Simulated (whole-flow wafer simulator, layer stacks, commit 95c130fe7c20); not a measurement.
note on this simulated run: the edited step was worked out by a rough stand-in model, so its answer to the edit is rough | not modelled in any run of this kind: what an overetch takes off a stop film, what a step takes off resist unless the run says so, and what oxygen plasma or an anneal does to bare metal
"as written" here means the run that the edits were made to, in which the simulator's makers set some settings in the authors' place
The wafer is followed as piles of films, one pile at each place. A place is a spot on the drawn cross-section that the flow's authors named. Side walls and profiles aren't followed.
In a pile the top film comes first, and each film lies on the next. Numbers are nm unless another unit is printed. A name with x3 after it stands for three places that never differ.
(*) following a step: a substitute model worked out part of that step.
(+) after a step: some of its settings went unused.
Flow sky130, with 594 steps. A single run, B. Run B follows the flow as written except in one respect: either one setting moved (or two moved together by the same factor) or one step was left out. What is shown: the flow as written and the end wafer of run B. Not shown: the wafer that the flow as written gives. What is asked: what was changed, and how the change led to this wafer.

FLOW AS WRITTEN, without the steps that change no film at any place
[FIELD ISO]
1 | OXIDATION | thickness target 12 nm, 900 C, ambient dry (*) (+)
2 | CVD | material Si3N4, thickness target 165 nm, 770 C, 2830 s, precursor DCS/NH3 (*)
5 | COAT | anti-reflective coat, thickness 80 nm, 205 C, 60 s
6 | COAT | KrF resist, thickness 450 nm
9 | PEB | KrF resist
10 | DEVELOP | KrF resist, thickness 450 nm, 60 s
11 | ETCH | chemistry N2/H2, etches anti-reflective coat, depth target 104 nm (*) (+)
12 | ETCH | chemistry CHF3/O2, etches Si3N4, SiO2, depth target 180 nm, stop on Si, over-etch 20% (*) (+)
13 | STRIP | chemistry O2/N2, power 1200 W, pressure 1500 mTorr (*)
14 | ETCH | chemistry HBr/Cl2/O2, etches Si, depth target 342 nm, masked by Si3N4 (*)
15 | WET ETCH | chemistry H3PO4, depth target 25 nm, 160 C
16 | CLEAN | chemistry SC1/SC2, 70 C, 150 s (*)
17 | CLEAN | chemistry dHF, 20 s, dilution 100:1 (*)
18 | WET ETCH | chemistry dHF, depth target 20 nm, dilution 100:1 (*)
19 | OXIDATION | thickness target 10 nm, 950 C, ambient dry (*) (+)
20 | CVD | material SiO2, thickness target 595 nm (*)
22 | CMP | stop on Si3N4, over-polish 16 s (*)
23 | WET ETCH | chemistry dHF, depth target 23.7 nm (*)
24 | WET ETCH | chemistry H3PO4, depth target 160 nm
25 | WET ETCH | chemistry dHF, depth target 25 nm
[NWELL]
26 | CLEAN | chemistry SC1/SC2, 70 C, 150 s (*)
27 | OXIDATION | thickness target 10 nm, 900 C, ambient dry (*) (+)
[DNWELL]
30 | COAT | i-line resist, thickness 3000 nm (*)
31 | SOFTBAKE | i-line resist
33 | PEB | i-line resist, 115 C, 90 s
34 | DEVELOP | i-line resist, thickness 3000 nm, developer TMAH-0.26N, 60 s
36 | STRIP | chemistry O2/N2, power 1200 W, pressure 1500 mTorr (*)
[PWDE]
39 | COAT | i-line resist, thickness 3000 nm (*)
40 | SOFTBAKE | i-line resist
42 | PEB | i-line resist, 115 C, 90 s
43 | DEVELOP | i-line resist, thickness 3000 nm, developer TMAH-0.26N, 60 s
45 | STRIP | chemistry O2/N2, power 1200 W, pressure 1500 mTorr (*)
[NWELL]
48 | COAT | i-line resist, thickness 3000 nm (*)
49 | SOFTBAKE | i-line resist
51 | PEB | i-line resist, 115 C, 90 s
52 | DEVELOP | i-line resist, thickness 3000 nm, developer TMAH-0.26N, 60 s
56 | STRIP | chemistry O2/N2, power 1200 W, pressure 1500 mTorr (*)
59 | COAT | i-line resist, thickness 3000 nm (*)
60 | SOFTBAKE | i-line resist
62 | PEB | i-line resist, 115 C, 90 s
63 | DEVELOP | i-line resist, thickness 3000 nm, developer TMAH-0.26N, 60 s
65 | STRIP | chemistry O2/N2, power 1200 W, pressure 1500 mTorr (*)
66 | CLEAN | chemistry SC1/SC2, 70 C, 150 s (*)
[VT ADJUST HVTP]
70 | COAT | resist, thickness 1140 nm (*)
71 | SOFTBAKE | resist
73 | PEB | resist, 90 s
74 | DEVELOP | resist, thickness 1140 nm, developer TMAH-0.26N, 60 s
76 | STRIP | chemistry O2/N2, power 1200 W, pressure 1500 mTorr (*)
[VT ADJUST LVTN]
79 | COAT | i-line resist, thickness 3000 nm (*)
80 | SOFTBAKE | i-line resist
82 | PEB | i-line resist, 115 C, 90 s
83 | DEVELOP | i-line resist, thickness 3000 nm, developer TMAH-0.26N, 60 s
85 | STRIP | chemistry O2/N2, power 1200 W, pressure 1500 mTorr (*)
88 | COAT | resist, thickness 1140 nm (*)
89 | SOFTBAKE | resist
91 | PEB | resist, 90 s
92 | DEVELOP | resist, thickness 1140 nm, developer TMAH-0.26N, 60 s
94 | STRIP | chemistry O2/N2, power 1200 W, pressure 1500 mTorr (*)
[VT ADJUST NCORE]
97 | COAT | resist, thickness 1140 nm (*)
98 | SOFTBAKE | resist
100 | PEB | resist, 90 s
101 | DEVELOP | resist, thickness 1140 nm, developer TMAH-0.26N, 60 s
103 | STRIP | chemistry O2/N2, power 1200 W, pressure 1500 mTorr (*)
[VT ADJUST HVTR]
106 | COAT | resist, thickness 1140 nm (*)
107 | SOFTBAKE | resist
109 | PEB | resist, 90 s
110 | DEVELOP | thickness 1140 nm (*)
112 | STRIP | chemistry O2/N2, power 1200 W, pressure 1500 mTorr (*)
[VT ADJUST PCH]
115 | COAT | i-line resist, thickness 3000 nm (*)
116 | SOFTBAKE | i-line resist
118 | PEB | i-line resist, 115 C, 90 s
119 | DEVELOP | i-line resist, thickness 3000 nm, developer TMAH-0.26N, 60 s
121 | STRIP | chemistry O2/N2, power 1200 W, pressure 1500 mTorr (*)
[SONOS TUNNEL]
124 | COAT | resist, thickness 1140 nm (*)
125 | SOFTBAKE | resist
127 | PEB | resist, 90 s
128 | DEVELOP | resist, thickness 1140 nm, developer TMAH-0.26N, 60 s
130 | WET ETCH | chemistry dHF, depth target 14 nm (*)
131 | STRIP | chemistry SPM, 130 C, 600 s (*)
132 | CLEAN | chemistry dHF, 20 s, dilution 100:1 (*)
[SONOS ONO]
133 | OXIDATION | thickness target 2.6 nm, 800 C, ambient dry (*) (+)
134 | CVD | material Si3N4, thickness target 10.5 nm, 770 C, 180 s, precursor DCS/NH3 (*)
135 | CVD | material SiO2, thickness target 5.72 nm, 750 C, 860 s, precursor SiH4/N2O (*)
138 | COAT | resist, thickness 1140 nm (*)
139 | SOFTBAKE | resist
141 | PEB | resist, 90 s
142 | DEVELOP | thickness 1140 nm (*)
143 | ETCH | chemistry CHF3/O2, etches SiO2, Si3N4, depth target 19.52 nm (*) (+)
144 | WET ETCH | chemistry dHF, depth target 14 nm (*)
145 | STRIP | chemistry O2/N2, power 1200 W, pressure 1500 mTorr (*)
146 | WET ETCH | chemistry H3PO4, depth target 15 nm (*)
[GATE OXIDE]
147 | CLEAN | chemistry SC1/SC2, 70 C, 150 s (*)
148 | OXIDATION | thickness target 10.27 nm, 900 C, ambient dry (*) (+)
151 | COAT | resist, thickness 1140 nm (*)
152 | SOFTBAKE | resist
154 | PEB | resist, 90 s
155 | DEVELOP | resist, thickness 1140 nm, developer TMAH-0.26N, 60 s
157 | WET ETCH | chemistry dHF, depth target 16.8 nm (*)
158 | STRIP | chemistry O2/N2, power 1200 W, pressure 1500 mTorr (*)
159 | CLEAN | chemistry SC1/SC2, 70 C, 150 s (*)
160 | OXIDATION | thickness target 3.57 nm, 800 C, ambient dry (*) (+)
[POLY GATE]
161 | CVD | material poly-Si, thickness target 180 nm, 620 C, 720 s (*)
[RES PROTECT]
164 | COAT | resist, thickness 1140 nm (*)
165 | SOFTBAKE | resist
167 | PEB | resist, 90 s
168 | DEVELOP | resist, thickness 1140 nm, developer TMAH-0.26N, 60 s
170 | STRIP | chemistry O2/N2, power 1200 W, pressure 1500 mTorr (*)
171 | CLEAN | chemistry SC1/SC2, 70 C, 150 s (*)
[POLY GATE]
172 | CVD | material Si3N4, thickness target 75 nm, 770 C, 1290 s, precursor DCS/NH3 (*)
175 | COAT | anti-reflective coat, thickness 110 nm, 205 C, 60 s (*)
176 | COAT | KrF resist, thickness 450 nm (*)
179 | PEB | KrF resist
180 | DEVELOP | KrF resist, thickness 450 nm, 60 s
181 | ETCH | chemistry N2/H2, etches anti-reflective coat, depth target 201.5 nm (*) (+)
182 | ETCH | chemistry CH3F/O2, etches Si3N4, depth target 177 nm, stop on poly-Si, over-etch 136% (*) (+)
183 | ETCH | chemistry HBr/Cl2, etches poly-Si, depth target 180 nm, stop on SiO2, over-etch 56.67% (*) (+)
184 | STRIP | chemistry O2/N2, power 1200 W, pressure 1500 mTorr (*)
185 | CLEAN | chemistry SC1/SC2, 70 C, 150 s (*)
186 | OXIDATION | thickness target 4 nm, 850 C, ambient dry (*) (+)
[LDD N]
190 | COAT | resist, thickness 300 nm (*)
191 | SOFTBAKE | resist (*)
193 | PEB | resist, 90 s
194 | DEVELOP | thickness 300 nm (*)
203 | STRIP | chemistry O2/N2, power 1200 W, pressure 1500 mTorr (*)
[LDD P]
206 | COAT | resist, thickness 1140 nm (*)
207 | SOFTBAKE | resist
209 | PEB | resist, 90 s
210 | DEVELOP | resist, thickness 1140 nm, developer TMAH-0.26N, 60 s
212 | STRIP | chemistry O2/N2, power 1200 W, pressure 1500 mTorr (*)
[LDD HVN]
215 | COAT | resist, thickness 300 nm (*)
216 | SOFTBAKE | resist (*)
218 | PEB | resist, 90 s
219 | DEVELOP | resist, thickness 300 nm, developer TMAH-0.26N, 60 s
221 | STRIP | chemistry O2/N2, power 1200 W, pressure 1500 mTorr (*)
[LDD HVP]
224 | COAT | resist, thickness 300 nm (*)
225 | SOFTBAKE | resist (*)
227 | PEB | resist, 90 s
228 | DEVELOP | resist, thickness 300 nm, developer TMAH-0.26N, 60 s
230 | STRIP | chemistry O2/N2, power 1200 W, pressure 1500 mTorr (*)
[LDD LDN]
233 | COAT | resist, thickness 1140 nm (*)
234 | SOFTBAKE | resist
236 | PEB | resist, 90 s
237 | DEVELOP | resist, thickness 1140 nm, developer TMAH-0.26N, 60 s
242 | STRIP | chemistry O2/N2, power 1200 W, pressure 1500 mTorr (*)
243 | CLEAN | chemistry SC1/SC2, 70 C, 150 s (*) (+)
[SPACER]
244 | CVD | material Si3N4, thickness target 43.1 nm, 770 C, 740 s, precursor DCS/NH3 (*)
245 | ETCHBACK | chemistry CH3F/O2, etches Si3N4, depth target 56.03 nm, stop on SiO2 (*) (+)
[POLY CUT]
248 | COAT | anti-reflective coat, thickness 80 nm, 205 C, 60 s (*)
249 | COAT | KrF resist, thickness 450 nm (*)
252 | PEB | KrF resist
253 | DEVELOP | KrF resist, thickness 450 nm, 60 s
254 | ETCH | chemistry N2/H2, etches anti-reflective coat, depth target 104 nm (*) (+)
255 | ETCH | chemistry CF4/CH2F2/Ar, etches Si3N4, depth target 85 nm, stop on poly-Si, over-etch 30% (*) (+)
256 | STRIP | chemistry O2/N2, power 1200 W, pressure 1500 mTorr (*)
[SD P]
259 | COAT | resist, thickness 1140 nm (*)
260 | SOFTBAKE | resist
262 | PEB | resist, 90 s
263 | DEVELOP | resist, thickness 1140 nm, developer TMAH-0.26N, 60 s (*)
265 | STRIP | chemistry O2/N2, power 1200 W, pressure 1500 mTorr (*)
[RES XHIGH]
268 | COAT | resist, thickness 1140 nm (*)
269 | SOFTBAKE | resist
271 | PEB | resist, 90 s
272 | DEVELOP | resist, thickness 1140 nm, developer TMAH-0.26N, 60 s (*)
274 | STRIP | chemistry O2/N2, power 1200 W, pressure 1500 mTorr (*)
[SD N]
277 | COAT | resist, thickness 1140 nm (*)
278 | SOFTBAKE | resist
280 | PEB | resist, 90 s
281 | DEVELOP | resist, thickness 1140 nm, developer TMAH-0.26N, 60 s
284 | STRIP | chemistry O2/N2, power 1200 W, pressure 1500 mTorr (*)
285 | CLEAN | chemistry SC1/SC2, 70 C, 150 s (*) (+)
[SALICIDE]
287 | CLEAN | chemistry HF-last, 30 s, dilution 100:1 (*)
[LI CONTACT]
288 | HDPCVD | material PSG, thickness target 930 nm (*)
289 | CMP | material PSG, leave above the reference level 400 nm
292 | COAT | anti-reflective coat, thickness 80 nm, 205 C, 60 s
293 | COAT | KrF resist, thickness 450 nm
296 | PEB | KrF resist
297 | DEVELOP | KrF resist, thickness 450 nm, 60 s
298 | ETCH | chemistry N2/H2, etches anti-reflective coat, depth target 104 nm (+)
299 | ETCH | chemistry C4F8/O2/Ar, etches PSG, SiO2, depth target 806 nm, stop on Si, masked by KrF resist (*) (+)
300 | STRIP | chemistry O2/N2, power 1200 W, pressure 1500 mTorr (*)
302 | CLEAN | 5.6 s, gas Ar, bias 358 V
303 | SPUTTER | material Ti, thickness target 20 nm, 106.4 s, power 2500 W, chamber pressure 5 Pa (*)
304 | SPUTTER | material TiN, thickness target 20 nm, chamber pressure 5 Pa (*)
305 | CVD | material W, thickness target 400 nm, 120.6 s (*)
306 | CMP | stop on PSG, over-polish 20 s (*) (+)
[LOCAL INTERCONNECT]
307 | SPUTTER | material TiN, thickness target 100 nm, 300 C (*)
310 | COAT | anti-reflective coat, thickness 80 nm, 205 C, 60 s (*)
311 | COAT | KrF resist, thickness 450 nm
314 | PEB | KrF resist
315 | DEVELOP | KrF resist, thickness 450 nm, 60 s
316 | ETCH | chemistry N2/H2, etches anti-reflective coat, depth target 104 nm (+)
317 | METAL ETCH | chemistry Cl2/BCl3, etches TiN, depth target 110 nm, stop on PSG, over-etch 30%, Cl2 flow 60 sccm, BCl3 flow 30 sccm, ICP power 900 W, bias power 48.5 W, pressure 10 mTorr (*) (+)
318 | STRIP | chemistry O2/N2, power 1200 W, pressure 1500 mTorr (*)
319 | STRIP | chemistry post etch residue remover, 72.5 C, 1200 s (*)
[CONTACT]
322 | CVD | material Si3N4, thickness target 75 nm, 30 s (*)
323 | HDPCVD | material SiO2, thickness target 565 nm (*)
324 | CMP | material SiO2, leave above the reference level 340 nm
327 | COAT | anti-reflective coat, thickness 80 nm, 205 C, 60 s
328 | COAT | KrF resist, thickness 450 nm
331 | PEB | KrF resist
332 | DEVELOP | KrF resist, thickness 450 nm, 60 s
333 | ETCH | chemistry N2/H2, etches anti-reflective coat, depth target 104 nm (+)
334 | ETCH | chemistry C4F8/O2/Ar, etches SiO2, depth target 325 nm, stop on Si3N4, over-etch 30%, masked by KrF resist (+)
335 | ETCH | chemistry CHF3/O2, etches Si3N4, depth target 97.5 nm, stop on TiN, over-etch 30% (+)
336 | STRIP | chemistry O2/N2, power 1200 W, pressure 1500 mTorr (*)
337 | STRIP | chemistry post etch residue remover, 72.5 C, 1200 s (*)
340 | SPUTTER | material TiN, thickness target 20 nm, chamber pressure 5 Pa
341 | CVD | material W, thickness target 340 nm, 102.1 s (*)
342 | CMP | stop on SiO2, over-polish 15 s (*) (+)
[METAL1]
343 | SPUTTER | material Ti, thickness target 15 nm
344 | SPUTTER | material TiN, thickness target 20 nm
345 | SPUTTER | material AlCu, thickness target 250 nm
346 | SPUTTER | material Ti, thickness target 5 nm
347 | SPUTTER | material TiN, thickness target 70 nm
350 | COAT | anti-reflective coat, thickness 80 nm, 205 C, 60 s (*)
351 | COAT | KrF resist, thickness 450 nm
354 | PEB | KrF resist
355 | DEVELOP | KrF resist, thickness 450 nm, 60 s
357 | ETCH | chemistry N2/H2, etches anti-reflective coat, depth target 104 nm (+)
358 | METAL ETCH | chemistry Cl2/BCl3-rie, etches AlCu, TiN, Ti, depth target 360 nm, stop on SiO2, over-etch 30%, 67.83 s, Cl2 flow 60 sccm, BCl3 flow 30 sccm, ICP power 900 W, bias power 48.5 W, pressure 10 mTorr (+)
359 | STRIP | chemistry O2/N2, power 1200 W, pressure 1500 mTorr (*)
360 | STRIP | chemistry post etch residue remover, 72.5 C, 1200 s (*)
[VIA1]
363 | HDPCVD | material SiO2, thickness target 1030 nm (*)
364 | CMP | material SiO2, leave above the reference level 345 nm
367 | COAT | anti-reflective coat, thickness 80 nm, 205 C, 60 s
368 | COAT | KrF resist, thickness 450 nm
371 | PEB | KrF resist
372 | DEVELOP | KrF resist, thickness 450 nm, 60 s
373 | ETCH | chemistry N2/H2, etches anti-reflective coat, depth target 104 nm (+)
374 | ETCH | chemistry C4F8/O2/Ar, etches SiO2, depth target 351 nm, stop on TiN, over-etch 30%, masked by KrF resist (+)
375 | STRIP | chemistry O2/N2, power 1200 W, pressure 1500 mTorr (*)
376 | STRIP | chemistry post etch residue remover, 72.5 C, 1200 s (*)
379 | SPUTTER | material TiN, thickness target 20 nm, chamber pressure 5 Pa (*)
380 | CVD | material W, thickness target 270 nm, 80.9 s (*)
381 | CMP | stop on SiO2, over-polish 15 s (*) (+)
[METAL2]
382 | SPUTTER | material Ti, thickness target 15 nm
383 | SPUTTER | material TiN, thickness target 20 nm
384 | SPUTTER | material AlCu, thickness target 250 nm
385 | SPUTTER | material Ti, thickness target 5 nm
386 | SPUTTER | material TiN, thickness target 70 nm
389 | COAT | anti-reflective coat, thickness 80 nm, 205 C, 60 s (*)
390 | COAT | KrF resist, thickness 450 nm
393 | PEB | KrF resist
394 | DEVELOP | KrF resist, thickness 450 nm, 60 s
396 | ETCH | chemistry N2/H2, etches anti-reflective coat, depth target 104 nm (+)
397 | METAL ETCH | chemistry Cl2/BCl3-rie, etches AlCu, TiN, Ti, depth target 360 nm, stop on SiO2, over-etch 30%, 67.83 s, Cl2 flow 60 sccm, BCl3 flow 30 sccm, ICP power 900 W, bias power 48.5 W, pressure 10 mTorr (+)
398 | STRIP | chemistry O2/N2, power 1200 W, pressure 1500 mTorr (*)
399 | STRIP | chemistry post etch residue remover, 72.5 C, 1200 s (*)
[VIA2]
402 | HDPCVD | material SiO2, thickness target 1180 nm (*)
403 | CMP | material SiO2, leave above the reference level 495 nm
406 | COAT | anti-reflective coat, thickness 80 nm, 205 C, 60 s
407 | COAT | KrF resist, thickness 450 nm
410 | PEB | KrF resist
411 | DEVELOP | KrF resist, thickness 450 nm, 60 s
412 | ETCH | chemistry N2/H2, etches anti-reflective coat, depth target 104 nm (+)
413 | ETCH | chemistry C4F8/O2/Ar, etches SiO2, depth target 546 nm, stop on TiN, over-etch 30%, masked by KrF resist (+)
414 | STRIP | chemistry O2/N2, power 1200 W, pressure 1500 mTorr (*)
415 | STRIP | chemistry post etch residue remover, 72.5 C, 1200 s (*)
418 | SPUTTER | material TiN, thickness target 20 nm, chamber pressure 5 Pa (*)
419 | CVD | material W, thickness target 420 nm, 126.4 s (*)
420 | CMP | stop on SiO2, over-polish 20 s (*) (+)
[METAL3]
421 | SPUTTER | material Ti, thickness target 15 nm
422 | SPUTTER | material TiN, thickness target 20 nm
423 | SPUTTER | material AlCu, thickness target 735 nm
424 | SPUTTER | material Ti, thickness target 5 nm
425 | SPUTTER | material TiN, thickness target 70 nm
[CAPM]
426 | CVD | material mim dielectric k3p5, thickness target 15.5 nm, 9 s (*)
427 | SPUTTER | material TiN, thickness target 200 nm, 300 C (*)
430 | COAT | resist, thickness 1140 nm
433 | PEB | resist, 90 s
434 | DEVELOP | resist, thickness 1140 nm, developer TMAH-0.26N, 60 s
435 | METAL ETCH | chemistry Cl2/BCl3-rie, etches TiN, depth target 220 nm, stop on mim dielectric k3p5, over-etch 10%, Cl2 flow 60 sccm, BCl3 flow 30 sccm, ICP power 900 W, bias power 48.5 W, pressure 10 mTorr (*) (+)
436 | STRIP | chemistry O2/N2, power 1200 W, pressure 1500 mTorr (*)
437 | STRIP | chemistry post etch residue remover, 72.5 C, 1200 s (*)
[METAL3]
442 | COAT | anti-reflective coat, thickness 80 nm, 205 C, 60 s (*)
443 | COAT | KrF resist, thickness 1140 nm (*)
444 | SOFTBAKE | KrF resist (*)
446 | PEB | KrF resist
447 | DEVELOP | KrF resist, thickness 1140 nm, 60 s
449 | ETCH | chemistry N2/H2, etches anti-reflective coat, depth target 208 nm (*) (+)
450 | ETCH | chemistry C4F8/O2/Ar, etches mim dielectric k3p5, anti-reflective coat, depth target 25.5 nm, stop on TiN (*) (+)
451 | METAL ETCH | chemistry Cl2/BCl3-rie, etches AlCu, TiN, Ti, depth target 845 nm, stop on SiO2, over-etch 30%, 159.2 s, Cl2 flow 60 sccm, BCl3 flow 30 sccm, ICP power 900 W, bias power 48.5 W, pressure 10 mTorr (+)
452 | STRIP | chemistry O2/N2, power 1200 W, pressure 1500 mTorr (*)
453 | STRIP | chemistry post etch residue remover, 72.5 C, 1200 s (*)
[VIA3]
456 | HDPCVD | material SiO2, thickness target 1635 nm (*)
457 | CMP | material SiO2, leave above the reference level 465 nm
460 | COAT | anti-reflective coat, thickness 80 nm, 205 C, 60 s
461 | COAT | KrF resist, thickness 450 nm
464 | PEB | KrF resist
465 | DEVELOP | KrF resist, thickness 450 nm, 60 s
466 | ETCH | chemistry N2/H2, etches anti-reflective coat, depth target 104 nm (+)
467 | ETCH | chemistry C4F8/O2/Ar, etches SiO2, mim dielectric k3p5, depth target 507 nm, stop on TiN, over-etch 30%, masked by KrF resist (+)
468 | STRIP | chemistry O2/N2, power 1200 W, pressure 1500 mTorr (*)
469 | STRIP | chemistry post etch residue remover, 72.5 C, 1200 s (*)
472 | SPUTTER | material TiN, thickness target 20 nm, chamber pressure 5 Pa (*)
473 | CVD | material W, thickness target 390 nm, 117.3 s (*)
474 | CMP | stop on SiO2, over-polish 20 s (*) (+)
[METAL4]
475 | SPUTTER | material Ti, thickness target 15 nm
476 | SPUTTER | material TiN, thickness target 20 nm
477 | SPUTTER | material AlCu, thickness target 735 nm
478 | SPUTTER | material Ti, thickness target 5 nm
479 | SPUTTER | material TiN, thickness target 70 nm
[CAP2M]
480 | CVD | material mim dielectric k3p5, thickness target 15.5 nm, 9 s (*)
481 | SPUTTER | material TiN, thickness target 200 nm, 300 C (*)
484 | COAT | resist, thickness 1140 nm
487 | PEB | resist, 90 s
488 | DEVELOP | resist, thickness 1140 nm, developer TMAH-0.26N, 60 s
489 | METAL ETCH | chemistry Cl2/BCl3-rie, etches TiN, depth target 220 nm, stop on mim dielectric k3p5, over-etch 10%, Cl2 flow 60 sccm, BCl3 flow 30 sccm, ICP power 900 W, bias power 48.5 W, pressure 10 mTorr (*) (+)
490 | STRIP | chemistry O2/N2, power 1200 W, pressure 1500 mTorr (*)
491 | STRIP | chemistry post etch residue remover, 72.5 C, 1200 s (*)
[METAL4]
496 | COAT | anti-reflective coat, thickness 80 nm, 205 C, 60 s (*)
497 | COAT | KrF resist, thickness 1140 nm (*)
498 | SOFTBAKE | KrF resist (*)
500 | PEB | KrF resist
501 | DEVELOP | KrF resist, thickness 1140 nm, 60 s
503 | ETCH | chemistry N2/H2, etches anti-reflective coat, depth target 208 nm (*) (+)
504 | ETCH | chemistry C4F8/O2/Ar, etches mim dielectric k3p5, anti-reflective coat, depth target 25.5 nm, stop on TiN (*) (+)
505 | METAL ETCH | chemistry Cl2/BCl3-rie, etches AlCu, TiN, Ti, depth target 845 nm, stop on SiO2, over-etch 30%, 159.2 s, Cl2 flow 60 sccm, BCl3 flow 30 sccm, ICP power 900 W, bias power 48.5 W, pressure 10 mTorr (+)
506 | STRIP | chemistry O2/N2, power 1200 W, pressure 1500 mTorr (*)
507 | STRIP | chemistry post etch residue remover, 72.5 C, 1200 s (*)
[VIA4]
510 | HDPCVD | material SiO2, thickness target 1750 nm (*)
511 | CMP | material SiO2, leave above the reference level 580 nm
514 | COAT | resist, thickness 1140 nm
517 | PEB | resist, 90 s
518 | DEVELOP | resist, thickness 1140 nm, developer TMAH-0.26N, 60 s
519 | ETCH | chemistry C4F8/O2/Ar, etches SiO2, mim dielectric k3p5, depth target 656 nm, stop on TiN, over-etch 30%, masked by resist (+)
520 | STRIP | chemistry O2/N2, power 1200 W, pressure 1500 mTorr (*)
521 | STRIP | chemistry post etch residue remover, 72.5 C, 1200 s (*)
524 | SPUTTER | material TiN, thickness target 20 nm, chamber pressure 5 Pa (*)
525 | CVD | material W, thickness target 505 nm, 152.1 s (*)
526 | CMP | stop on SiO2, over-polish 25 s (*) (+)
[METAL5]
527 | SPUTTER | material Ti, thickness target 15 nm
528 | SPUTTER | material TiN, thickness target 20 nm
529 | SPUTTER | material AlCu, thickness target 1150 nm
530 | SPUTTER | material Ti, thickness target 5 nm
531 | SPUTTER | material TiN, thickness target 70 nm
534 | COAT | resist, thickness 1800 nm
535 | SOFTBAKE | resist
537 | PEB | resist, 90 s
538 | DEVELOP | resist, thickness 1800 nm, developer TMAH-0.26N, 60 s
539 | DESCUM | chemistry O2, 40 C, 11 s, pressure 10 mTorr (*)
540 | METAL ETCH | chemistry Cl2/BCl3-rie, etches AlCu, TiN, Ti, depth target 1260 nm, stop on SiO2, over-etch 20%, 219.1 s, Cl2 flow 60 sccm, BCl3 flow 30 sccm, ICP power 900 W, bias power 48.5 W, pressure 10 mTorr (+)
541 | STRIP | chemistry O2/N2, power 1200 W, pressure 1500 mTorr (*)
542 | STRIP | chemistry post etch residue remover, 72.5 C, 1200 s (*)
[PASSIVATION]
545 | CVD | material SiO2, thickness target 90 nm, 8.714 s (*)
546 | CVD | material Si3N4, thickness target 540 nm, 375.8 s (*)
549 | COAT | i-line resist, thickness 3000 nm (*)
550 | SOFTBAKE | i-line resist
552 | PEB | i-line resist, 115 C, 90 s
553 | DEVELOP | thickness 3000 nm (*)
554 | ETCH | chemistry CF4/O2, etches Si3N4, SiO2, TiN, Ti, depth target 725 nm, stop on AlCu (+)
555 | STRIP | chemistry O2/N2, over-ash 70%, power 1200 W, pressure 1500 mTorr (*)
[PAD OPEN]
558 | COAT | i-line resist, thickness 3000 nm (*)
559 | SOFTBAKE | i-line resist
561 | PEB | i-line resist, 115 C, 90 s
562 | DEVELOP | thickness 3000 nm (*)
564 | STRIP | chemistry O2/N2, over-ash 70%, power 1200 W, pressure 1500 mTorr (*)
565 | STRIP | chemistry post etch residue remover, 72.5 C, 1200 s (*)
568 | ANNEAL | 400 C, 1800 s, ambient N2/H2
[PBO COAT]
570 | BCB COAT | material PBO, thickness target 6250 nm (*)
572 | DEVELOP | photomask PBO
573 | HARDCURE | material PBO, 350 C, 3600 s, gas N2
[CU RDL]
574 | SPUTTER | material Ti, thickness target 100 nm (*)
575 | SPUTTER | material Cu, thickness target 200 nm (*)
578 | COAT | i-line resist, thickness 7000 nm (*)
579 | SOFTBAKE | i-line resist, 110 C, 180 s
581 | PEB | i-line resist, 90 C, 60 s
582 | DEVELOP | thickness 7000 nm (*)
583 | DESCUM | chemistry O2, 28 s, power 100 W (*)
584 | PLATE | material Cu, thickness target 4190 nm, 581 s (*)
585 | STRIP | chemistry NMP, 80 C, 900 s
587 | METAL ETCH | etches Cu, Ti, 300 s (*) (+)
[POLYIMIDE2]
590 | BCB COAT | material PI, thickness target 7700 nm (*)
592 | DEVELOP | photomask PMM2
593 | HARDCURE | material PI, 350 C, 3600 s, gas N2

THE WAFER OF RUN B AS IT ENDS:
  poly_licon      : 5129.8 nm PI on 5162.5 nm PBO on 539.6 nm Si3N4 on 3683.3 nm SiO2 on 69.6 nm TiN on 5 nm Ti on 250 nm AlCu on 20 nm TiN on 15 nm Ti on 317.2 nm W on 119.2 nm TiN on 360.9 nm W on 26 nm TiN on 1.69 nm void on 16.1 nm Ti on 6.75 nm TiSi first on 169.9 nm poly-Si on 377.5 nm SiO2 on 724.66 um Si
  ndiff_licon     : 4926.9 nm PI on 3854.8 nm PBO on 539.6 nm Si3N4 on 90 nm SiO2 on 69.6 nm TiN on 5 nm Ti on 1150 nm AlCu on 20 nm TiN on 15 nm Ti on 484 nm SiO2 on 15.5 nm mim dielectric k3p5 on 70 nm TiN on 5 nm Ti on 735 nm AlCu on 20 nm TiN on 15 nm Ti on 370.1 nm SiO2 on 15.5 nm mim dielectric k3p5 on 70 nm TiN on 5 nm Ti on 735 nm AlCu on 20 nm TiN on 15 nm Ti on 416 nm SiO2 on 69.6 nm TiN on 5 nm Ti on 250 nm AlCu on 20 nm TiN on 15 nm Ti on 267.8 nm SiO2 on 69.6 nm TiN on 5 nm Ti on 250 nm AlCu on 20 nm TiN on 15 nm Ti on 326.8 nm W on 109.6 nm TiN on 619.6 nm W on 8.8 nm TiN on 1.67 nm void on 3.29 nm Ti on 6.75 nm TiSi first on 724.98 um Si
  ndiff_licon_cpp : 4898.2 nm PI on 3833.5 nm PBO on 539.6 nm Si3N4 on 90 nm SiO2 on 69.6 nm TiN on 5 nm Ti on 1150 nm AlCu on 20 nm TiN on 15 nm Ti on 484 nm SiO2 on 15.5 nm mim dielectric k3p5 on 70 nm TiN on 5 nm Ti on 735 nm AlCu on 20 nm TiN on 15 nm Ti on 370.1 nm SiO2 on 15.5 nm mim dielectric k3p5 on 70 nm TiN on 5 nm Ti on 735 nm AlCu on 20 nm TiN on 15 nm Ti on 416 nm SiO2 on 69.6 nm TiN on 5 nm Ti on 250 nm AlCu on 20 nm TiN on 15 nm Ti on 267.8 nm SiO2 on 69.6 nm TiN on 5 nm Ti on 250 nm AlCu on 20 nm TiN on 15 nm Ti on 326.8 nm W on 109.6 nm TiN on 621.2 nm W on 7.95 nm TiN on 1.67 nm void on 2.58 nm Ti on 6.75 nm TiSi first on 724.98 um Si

What caused this: step 304, SPUTTER: thickness target 26 nm was run, though the flow has thickness target 20 nm.
The wafer lets one read it off: poly_licon has TiN 26, and step 304 as written asks for 20 nm.

Step by step, how the change led to this:
  304 | SPUTTER | material TiN, thickness target 20 nm, chamber pressure 5 Pa (*)
      field, active, n_well and 185 more: TiN gains 26 (new film) (as written it would have been: TiN gains 20 (new film))
      ndiff_licon: TiN gains 8.8 (new film) (as written it would have been: TiN gains 6.83 (new film))
      (and at 2 other places as well)
  306 | CMP | stop on PSG, over-polish 20 s (*) (+)
      field, active, n_well and 184 more: W loses 400 (all of it), TiN loses 26 (all of it), Ti loses 20 (all of it), PSG loses 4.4 (as written it would have been: W loses 400 (all of it), TiN loses 20 (all of it), Ti loses 20 (all of it), PSG loses 4.4)
      poly_licon: W loses 39.1 (as written it would have been: W loses 33.1)
